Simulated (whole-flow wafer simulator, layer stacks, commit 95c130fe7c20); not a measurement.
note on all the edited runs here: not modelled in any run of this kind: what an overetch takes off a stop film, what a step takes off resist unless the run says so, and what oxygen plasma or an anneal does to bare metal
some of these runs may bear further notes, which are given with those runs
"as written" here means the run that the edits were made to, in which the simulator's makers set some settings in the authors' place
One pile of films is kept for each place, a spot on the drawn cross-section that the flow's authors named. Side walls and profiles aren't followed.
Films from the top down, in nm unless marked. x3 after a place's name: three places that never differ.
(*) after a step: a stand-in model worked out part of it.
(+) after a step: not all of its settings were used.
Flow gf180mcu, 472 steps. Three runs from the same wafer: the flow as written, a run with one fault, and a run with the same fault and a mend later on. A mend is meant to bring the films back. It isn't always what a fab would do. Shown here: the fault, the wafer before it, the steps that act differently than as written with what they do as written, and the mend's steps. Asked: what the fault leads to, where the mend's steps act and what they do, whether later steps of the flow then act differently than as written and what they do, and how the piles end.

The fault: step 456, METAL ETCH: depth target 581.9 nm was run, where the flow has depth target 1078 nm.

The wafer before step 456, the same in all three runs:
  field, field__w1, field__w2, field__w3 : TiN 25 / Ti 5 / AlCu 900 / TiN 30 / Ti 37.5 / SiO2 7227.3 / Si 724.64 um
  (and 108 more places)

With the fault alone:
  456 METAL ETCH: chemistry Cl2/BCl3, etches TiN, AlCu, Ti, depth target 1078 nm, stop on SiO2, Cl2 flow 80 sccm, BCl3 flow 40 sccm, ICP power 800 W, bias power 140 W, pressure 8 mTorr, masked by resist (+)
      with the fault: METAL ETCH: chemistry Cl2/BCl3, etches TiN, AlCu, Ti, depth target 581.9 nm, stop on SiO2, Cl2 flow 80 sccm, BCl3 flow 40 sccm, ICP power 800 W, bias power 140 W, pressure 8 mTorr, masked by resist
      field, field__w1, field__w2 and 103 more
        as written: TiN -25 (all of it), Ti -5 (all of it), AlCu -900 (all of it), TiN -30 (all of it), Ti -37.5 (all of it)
        with the fault: TiN -25 (all of it), Ti -5 (all of it), AlCu -551.9
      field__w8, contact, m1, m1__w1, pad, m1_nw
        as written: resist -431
        with the fault: resist -232.8
  Later steps of the flow that act differently than as written:
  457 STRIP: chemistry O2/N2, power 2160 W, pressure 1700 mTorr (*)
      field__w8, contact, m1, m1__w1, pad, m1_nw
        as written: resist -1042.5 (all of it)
        with the fault: resist -1240.7 (all of it)
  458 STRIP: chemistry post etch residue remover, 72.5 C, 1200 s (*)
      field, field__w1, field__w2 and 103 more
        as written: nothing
        with the fault: AlCu -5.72
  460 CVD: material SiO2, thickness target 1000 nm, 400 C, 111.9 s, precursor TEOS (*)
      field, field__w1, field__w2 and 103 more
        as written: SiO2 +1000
        with the fault: SiO2 +1000 (new film)
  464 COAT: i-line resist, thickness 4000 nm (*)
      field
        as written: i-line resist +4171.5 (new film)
        with the fault: i-line resist +4088 (new film)
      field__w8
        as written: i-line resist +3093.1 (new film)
        with the fault: i-line resist +3459.3 (new film)
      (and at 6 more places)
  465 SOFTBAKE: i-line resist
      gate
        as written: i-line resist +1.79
        with the fault: i-line resist -0.93
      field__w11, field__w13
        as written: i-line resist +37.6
        with the fault: i-line resist +18.5
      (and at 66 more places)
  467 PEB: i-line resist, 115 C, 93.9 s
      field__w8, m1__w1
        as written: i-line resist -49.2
        with the fault: i-line resist -56.7
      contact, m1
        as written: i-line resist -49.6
        with the fault: i-line resist -56.9
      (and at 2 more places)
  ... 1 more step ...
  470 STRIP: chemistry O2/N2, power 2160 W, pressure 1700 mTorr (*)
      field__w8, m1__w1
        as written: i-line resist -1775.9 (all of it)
        with the fault: i-line resist -2168.9 (all of it)
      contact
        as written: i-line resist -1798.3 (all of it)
        with the fault: i-line resist -2179.4 (all of it)
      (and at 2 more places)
  At the end the piles differ from the flow's by more than 2% or 0.5 nm, whichever is larger, at field, field__w1, field__w2 and 103 more.
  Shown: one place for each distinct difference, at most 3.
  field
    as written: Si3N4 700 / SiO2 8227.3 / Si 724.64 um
    with the fault: Si3N4 700 / SiO2 1000 / AlCu 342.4 / TiN 30 / Ti 37.5 / SiO2 7227.3 / Si 724.64 um
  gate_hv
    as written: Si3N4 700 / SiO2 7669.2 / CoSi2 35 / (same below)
    with the fault: Si3N4 700 / SiO2 1000 / AlCu 342.4 / TiN 30 / Ti 37.5 / SiO2 6669.2 / CoSi2 35 / (same below)
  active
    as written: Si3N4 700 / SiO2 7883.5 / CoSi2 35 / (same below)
    with the fault: Si3N4 700 / SiO2 1000 / AlCu 342.4 / TiN 30 / Ti 37.5 / SiO2 6883.5 / CoSi2 35 / (same below)

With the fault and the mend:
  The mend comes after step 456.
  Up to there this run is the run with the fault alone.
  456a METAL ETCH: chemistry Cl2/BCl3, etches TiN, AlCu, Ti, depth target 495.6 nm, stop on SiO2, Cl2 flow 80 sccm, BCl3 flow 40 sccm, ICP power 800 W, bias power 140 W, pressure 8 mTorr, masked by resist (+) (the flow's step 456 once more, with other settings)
      field, field__w1, field__w2 and 103 more
        AlCu -348.1 (all of it), TiN -30 (all of it), Ti -37.5 (all of it)
      field__w8, contact, m1, m1__w1, pad, m1_nw
        resist -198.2
  No later step of the flow acts differently than as written at any place that is followed.
  At the end the piles are the same as the flow's at every place that both follow.
